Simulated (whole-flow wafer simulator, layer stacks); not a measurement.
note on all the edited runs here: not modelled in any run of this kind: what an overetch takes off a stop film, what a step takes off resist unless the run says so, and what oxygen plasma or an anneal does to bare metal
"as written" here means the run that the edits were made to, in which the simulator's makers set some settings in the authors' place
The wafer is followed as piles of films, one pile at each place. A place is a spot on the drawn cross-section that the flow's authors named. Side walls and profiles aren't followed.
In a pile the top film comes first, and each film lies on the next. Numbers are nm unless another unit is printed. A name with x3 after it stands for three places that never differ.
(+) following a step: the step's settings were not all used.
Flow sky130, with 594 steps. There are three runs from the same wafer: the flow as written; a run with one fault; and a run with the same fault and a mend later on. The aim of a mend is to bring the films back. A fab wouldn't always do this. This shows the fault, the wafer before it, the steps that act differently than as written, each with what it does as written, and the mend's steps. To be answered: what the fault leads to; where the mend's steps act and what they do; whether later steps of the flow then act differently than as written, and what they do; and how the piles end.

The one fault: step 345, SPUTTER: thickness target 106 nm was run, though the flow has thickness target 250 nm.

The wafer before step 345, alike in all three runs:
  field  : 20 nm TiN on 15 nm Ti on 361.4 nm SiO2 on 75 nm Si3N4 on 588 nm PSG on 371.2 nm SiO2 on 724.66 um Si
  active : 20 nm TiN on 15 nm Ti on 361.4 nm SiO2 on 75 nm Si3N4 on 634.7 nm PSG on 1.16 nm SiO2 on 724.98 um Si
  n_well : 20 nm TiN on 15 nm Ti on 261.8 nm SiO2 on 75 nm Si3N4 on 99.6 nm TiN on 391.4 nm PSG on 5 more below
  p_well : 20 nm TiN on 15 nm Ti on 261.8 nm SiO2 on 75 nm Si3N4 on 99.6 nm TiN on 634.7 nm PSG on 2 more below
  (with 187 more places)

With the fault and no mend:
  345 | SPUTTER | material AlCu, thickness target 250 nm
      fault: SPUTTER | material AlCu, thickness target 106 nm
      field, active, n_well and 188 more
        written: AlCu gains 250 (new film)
        fault: AlCu gains 106 (new film)
  Steps further on in the flow that do not act as written (7 more steps, not shown, differ only slightly: by at most 2% or 0.5 nm, whichever is larger):
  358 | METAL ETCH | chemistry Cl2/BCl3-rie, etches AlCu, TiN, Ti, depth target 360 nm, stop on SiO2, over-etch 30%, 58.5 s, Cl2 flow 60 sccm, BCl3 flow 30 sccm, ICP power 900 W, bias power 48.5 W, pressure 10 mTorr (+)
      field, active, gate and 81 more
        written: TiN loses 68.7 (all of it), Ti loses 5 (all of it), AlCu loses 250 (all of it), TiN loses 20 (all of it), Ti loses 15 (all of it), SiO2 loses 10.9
        fault: TiN loses 68.7 (all of it), Ti loses 5 (all of it), AlCu loses 106 (all of it), TiN loses 20 (all of it), Ti loses 15 (all of it), SiO2 loses 25.3
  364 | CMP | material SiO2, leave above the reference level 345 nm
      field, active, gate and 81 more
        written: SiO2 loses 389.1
        fault: SiO2 loses 518.7
  At field, active, n_well and 190 more, the piles at the end differ from the flow's by more than 2% or 0.5 nm, whichever is larger.
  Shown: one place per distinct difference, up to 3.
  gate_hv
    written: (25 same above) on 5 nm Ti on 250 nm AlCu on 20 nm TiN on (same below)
    fault: (25 same above) on 5 nm Ti on 106 nm AlCu on 20 nm TiN on (same below)
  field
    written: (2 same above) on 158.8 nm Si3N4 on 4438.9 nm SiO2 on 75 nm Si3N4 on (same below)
    fault: (2 same above) on 158.8 nm Si3N4 on 4294.9 nm SiO2 on 75 nm Si3N4 on (same below)
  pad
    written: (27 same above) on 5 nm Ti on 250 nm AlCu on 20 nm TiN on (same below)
    fault: (27 same above) on 5 nm Ti on 106 nm AlCu on 20 nm TiN on (same below)

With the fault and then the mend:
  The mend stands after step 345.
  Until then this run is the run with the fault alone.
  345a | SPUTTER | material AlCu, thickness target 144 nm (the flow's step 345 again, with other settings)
      field, active, n_well and 188 more
        AlCu gains 144
  Every later step of the flow that is run acts as written at every place that is followed.
  The piles end the same as the flow's at every place that both follow.
